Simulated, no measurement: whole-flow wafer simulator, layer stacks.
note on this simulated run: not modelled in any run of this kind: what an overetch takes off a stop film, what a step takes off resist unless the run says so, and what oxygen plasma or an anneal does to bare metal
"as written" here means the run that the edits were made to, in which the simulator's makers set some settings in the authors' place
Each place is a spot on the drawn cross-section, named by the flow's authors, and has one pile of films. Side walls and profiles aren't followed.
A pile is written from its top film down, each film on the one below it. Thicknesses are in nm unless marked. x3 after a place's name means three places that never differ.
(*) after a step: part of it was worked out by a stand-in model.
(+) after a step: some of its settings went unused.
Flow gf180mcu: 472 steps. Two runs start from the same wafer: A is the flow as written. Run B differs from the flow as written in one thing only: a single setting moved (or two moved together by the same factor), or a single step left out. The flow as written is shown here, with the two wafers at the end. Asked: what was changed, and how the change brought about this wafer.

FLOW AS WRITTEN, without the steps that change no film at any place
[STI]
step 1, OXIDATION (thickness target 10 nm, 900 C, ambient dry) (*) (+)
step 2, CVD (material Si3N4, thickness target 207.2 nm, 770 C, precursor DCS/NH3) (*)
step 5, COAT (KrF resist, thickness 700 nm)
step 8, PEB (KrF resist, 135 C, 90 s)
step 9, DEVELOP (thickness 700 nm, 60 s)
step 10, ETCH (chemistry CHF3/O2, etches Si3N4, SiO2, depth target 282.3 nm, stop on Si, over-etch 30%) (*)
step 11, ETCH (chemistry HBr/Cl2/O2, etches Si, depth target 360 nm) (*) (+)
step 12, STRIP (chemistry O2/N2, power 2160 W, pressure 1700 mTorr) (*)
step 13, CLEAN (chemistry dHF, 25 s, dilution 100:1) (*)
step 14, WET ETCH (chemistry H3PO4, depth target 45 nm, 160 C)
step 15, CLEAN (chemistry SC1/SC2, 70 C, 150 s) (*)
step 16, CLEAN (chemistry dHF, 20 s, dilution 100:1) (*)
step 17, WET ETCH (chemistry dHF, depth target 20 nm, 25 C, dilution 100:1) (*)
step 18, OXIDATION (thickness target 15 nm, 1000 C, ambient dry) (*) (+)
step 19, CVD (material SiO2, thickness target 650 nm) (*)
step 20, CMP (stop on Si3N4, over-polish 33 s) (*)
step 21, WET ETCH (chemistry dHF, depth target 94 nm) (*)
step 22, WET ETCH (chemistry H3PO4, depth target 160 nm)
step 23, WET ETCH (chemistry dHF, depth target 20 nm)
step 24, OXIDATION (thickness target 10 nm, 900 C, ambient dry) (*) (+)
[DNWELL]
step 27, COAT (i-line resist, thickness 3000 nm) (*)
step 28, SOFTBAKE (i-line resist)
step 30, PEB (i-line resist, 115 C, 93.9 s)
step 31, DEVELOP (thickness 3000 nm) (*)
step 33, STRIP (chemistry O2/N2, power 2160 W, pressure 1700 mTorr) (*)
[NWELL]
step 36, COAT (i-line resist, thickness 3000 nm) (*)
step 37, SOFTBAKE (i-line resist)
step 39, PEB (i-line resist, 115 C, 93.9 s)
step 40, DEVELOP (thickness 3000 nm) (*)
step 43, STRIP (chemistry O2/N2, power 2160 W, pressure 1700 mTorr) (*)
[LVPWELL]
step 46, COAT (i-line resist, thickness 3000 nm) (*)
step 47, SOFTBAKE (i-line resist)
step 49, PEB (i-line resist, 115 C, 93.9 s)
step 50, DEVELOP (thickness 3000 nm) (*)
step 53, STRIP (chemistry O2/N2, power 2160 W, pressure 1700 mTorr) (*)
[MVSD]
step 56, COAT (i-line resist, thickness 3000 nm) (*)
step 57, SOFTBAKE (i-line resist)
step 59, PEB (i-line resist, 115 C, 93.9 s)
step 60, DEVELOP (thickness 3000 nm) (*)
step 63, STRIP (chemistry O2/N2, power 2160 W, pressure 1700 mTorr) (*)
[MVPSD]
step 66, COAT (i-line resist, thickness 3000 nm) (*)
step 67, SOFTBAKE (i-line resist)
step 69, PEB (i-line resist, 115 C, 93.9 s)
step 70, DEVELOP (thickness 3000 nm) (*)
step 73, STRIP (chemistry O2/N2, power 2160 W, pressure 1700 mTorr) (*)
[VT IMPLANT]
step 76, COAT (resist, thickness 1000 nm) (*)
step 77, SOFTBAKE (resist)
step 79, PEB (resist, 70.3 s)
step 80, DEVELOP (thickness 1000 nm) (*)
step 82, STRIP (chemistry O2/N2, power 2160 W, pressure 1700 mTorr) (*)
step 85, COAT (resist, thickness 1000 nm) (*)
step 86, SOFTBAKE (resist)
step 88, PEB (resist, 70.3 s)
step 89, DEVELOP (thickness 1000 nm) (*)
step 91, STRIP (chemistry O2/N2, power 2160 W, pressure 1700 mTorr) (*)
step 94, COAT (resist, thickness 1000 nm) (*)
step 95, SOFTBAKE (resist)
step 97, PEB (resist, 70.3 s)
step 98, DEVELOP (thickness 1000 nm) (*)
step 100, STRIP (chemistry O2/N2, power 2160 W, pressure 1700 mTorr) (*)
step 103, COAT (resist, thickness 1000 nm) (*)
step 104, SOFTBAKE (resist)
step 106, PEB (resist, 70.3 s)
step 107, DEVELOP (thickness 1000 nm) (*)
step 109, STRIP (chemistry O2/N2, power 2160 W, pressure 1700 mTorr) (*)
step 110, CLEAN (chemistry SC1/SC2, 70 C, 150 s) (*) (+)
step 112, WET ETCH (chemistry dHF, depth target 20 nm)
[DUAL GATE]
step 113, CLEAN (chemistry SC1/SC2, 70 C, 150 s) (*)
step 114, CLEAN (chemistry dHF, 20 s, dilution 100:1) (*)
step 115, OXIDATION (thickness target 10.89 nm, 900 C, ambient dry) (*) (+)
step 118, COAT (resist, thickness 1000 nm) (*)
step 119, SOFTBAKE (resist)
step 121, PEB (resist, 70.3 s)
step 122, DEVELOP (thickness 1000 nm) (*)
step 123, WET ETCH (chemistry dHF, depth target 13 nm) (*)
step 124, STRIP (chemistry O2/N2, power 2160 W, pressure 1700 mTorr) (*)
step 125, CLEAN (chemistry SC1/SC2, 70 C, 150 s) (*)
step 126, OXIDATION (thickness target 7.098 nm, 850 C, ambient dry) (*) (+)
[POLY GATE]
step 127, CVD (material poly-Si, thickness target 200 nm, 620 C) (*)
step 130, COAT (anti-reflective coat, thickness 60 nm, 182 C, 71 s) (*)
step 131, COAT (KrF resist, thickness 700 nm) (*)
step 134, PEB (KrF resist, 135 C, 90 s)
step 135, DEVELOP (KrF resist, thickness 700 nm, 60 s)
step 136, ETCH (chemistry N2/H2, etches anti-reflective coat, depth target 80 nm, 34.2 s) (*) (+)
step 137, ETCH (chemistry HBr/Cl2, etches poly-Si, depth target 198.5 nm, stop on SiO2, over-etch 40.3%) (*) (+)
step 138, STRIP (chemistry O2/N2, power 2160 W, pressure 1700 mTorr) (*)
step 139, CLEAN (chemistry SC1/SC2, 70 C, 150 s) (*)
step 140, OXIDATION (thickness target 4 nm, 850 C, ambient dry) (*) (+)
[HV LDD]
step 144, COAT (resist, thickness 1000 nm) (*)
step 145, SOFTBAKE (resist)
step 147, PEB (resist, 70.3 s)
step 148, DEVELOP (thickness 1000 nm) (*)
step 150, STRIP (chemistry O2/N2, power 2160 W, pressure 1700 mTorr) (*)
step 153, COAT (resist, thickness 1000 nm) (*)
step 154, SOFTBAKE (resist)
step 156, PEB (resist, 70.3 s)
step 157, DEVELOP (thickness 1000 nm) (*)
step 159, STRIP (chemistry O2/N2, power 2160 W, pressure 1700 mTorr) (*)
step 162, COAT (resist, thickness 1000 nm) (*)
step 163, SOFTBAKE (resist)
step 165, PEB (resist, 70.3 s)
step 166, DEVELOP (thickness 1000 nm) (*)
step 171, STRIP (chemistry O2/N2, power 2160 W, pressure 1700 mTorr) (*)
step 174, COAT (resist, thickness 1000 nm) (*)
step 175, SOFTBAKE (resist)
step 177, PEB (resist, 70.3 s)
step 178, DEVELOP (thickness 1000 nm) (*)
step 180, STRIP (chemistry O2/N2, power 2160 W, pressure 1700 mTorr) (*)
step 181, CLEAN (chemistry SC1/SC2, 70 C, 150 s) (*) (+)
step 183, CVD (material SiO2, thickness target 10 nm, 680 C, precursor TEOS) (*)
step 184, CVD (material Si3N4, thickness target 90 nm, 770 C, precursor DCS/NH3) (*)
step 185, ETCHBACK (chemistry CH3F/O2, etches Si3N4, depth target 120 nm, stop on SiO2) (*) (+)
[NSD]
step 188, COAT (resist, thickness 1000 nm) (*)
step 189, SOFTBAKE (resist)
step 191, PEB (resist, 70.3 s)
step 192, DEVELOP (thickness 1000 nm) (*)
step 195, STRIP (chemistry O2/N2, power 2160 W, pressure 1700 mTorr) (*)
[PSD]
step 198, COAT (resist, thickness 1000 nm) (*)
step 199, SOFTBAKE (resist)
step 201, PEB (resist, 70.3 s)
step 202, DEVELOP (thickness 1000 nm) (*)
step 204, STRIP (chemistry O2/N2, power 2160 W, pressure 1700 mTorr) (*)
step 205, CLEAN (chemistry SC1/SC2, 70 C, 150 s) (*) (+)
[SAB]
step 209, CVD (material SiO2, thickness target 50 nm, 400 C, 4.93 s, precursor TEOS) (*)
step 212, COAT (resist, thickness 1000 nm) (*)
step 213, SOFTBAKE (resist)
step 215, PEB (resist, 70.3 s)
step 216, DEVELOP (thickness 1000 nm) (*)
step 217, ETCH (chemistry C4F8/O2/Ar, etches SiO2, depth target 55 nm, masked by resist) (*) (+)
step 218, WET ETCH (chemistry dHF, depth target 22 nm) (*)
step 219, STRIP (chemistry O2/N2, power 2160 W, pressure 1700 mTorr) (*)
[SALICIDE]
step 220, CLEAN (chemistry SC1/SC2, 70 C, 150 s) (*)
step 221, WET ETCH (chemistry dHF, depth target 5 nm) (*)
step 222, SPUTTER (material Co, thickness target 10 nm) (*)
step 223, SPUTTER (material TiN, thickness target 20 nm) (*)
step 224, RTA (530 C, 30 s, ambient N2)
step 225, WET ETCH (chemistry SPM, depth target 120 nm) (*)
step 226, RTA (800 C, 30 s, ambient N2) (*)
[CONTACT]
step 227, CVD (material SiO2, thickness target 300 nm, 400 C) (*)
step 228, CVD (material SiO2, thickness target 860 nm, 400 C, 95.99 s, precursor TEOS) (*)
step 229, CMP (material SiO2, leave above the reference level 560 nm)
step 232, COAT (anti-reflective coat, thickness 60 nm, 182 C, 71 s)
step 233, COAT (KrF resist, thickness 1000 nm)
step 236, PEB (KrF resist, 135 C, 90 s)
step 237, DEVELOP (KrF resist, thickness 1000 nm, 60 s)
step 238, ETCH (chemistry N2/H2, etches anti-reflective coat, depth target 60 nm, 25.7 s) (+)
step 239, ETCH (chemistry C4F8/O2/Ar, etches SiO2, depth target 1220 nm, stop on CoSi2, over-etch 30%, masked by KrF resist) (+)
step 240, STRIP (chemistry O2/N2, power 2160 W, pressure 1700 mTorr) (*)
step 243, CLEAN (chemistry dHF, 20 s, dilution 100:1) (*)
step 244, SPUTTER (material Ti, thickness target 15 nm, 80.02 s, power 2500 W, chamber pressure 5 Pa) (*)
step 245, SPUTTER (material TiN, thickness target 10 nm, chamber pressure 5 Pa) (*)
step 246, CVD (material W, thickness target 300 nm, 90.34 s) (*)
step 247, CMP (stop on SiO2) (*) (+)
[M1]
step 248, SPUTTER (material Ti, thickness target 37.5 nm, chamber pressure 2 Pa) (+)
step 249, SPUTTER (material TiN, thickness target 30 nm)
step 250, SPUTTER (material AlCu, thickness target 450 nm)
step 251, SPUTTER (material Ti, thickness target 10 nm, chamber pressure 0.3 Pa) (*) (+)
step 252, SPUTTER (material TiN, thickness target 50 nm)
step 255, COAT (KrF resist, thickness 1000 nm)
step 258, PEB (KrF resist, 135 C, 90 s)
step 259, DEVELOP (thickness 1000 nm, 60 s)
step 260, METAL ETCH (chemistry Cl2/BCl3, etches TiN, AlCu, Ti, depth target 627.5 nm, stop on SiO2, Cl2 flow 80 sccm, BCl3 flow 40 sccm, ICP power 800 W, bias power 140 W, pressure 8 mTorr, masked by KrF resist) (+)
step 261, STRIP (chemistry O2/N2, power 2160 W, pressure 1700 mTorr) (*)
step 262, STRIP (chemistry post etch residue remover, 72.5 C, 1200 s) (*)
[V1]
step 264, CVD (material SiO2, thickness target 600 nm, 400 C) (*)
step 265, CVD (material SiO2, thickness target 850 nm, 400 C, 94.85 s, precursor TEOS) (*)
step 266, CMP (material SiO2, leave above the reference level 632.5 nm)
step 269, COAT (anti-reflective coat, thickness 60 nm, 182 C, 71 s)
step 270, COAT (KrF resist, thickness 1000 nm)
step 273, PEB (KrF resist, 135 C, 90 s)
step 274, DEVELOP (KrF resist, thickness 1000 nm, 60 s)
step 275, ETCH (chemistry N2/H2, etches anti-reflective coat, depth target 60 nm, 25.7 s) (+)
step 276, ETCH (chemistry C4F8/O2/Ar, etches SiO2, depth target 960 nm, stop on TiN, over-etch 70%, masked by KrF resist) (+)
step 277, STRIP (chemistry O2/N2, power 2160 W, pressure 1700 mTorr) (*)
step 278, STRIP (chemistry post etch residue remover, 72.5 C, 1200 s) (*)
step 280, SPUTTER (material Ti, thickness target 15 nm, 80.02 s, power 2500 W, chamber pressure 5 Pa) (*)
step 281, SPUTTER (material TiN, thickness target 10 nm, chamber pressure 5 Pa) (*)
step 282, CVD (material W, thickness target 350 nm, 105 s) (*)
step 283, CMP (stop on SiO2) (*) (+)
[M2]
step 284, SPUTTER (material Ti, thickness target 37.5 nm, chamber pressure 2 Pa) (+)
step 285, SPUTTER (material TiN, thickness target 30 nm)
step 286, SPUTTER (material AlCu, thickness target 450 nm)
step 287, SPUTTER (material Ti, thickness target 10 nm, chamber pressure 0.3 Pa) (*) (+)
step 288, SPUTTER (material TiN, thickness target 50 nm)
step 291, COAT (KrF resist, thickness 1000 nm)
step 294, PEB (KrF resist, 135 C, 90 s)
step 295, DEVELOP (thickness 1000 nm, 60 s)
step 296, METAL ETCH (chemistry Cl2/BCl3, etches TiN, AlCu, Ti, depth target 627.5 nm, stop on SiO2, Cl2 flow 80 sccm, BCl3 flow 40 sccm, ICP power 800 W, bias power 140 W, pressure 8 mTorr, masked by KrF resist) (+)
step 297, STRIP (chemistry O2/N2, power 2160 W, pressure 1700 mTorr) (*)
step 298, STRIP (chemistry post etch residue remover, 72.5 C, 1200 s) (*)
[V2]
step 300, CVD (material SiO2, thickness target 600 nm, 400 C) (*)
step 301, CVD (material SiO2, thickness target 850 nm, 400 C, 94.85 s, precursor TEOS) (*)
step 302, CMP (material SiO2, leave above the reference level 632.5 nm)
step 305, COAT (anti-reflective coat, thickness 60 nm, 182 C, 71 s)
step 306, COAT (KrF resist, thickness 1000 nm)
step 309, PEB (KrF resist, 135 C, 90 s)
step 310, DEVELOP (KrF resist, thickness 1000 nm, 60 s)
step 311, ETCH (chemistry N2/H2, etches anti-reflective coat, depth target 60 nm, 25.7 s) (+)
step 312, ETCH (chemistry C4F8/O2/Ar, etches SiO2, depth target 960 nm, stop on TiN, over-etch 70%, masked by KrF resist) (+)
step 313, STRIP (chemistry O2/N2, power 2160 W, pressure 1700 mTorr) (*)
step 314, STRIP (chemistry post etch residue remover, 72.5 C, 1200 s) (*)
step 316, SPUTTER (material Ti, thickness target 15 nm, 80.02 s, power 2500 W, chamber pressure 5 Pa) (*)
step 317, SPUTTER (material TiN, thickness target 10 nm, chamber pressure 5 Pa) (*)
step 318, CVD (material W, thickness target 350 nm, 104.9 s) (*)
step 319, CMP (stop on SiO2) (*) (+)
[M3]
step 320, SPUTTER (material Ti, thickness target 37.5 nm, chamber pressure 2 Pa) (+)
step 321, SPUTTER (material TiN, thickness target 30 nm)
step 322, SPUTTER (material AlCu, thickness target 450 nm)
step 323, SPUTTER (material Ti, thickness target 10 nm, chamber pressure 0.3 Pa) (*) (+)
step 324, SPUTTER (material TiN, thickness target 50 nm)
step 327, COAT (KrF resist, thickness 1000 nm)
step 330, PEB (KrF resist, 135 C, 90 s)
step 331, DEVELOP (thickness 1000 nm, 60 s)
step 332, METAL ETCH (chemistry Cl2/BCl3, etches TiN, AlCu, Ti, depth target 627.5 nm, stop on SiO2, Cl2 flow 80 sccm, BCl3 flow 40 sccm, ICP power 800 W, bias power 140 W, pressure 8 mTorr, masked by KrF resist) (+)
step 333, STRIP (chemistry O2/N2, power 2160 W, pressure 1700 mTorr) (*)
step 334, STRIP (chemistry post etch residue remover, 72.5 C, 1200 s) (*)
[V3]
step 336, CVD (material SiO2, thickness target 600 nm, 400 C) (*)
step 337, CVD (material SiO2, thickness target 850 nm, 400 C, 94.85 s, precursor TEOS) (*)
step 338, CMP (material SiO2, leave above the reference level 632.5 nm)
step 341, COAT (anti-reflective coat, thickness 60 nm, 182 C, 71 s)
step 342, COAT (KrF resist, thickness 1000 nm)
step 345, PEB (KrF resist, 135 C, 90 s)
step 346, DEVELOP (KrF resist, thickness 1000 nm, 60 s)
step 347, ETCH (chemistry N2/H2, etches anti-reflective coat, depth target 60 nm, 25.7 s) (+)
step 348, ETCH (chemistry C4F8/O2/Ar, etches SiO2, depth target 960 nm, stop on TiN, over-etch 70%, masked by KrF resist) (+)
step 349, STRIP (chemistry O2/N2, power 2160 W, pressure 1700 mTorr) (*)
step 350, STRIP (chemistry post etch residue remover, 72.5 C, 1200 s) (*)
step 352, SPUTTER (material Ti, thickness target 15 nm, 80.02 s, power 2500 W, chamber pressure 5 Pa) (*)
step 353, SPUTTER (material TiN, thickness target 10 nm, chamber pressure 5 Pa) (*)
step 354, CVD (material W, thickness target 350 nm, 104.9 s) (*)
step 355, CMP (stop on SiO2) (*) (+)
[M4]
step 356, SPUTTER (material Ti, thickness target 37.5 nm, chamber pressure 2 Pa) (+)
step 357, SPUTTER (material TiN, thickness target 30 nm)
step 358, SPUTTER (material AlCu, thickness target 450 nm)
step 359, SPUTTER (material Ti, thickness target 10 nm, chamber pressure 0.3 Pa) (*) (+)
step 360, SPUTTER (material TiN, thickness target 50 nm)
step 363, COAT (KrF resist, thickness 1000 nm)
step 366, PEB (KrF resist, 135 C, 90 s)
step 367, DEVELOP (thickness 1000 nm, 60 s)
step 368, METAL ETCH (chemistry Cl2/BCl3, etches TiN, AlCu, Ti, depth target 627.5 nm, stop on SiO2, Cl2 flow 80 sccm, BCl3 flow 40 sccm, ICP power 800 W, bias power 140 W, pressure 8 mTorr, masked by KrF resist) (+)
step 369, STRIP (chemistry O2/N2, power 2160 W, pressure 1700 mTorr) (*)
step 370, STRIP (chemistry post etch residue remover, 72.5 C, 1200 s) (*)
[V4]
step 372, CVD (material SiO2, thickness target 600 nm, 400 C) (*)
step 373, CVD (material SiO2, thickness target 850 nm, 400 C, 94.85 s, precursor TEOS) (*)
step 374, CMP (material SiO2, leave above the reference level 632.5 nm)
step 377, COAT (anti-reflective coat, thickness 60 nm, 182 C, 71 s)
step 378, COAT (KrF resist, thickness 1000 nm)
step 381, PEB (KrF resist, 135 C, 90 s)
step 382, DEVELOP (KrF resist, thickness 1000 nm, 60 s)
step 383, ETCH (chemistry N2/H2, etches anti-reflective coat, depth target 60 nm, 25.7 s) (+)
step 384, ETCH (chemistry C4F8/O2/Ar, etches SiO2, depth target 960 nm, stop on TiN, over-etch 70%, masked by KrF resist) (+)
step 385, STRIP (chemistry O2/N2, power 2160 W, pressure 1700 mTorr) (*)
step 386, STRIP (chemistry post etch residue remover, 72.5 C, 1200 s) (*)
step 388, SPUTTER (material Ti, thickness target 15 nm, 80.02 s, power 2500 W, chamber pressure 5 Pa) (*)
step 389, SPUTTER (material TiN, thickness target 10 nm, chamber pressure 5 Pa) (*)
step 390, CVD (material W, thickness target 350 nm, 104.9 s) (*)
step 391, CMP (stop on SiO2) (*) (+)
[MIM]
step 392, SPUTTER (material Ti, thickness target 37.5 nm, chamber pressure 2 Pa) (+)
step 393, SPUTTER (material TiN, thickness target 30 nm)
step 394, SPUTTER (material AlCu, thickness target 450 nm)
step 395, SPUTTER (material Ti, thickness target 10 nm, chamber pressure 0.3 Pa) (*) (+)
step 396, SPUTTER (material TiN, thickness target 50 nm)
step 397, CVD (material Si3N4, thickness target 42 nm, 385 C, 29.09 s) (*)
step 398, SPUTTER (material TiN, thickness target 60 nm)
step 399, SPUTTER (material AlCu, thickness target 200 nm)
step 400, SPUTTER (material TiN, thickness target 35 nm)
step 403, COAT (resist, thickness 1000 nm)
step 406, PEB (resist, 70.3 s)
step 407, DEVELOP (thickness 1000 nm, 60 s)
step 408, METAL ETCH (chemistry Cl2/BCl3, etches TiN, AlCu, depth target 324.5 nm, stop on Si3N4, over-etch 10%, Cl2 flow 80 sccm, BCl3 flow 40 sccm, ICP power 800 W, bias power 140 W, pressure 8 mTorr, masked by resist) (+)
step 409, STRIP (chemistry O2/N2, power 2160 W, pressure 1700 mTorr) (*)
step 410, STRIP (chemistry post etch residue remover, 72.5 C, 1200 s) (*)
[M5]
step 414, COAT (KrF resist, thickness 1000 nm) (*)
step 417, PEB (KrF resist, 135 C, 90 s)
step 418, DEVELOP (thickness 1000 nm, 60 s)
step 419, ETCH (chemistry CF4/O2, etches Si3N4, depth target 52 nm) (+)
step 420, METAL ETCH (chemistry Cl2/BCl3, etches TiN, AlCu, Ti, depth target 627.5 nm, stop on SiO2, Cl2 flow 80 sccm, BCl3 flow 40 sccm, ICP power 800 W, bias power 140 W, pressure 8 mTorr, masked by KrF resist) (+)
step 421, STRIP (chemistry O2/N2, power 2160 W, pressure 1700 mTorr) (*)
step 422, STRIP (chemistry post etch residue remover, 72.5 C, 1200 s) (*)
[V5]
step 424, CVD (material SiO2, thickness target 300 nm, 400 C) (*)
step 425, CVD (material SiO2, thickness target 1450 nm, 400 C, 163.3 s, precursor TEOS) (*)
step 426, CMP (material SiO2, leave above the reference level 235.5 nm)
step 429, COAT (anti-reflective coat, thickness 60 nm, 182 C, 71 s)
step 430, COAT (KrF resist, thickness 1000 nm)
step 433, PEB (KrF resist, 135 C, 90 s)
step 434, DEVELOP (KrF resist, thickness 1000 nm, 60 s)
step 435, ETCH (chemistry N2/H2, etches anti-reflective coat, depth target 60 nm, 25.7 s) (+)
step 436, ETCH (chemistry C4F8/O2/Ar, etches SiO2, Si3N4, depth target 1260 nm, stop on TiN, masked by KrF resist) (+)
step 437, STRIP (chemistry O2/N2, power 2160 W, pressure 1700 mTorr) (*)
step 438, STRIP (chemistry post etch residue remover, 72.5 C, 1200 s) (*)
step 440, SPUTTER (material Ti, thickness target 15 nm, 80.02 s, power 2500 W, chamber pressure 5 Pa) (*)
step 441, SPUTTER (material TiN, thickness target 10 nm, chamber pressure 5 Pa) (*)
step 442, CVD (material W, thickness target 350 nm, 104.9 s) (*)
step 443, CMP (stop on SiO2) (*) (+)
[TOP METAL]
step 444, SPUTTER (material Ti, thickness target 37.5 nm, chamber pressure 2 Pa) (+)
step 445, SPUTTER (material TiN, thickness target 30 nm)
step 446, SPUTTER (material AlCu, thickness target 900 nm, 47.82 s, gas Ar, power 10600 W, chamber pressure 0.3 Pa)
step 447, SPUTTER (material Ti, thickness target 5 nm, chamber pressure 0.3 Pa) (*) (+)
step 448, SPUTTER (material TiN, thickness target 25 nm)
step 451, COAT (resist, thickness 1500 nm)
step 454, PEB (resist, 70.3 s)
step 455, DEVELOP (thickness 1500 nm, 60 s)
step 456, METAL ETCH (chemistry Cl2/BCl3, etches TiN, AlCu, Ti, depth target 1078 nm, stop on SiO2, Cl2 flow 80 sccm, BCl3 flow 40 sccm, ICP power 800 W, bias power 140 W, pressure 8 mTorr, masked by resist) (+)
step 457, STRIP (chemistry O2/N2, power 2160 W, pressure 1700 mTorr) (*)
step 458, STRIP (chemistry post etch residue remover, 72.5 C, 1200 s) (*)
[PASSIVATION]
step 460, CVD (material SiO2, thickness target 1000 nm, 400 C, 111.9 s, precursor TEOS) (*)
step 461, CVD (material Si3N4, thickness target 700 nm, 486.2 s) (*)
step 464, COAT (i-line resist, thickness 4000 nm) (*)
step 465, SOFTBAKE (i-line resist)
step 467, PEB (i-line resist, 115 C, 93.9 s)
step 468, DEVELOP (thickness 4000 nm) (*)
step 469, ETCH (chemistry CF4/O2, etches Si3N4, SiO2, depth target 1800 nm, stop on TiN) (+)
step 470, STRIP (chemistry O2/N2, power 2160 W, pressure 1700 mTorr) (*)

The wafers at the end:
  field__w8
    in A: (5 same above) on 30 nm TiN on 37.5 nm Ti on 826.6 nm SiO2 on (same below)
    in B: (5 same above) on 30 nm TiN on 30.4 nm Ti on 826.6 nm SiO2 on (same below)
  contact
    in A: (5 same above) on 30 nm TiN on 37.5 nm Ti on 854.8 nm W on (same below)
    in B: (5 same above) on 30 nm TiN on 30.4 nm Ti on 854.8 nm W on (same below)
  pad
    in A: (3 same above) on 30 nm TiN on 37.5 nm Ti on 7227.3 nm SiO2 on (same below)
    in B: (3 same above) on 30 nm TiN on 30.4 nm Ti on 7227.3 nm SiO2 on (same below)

Cause: step 444, SPUTTER: thickness target 30.4 nm was run, while the flow as written has thickness target 37.5 nm.
The wafer itself shows it: field__w8 has Ti 30.4, and step 444 as written asks for 37.5 nm.

Step by step, how the change led to this:
  step 444, SPUTTER (material Ti, thickness target 37.5 nm, chamber pressure 2 Pa) (+)
      field, field__w1, field__w2 and 109 more: A +37.5 Ti (new film) | B +30.4 Ti (new film)
  step 456, METAL ETCH (chemistry Cl2/BCl3, etches TiN, AlCu, Ti, depth target 1078 nm, stop on SiO2, Cl2 flow 80 sccm, BCl3 flow 40 sccm, ICP power 800 W, bias power 140 W, pressure 8 mTorr, masked by resist) (+)
      field, field__w1, field__w2 and 103 more: A -25 TiN (all of it), -5 Ti (all of it), -900 AlCu (all of it), -30 TiN (all of it), -37.5 Ti (all of it) | B -25 TiN (all of it), -5 Ti (all of it), -900 AlCu (all of it), -30 TiN (all of it), -30.4 Ti (all of it)
